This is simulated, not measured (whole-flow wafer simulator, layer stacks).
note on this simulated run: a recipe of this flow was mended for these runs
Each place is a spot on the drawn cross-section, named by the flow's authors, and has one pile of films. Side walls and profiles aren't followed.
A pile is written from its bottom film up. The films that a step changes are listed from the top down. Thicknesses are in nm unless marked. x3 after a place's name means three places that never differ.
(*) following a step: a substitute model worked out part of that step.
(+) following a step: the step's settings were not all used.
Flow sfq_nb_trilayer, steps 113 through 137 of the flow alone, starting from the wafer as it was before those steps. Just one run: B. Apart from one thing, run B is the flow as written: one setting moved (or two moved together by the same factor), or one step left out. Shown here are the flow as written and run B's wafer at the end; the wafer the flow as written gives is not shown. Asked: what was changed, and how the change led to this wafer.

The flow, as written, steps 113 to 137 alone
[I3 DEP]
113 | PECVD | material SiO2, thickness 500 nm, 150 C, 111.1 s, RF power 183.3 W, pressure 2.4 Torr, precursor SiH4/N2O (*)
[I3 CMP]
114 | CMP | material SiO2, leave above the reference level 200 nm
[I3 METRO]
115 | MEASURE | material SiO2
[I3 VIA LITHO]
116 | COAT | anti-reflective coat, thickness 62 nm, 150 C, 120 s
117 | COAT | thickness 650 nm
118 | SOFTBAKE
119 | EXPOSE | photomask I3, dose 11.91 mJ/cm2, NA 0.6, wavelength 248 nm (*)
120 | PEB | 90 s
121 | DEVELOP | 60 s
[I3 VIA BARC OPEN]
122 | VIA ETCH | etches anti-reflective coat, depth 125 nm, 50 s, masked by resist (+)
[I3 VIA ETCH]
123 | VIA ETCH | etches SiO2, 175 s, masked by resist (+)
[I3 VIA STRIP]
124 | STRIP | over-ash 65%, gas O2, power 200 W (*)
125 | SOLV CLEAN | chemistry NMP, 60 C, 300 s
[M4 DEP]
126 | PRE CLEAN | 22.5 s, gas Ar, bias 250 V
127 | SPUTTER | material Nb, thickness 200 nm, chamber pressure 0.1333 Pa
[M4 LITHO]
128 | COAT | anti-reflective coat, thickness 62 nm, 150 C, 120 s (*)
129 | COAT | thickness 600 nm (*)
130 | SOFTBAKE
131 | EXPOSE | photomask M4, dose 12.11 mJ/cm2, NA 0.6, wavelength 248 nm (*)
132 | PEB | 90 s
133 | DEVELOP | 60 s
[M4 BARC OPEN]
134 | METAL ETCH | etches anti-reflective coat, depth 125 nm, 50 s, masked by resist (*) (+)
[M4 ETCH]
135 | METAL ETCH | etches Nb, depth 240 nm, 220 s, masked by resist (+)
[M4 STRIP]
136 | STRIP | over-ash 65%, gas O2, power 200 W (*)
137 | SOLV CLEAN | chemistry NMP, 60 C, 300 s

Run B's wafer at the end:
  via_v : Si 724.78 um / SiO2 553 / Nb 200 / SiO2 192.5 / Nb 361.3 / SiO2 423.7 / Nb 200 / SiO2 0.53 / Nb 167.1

What caused this: step 123, VIA ETCH: 129 s was run, while the flow as written has 175 s.

The path from the change to this, step by step:
  123 | VIA ETCH | etches SiO2, 175 s, masked by resist (+)
      via_v: SiO2 loses 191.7 (as written it would have been: SiO2 loses 199.7 (all of it), Nb loses 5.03)
      field_l, v_sur, via_wl and 102 more: KrF-resist-other-grade loses 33 (as written it would have been: KrF-resist-other-grade loses 44.8)
  124 | STRIP | over-ash 65%, gas O2, power 200 W (*)
      field_l, v_sur, via_wl and 102 more: KrF-resist-other-grade loses 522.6 (all of it), anti-reflective coat loses 62 (all of it) (as written it would have been: KrF-resist-other-grade loses 510.8 (all of it), anti-reflective coat loses 62 (all of it))
  126 | PRE CLEAN | 22.5 s, gas Ar, bias 250 V
      via_v: SiO2 loses 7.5 (as written it would have been: Nb loses 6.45)
  127 | SPUTTER | material Nb, thickness 200 nm, chamber pressure 0.1333 Pa
      via_v: Nb gains 167.1 (new film) (as written it would have been: Nb gains 164.5)
  128 | COAT | anti-reflective coat, thickness 62 nm, 150 C, 120 s (*)
      via_wr: anti-reflective coat gains 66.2 (new film) (as written it would have been: anti-reflective coat gains 68.3 (new film))
      via_sp: anti-reflective coat gains 38.8 (new film) (as written it would have been: anti-reflective coat gains 41.4 (new film))
      (and at 3 other places as well)
  134 | METAL ETCH | etches anti-reflective coat, depth 125 nm, 50 s, masked by resist (*) (+)
      be: anti-reflective coat loses 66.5 (all of it) (as written it would have been: anti-reflective coat loses 68.4 (all of it))
  136 | STRIP | over-ash 65%, gas O2, power 200 W (*)
      via_wr: KrF-resist-other-grade loses 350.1 (all of it), anti-reflective coat loses 66.2 (all of it) (as written it would have been: KrF-resist-other-grade loses 348.5 (all of it), anti-reflective coat loses 68.3 (all of it))
      via_sp: KrF-resist-other-grade loses 366.6 (all of it), anti-reflective coat loses 38.8 (all of it) (as written it would have been: KrF-resist-other-grade loses 364.7 (all of it), anti-reflective coat loses 41.4 (all of it))
      (and at 2 other places as well)
Taking metal films that touch as one body, via_v has 4 bodies (between them, from the top down: SiO2 0.53; SiO2 423.7; SiO2 192.5); the flow as written gives 3 bodies (between them, from the top down: SiO2 423.7; SiO2 192.5).
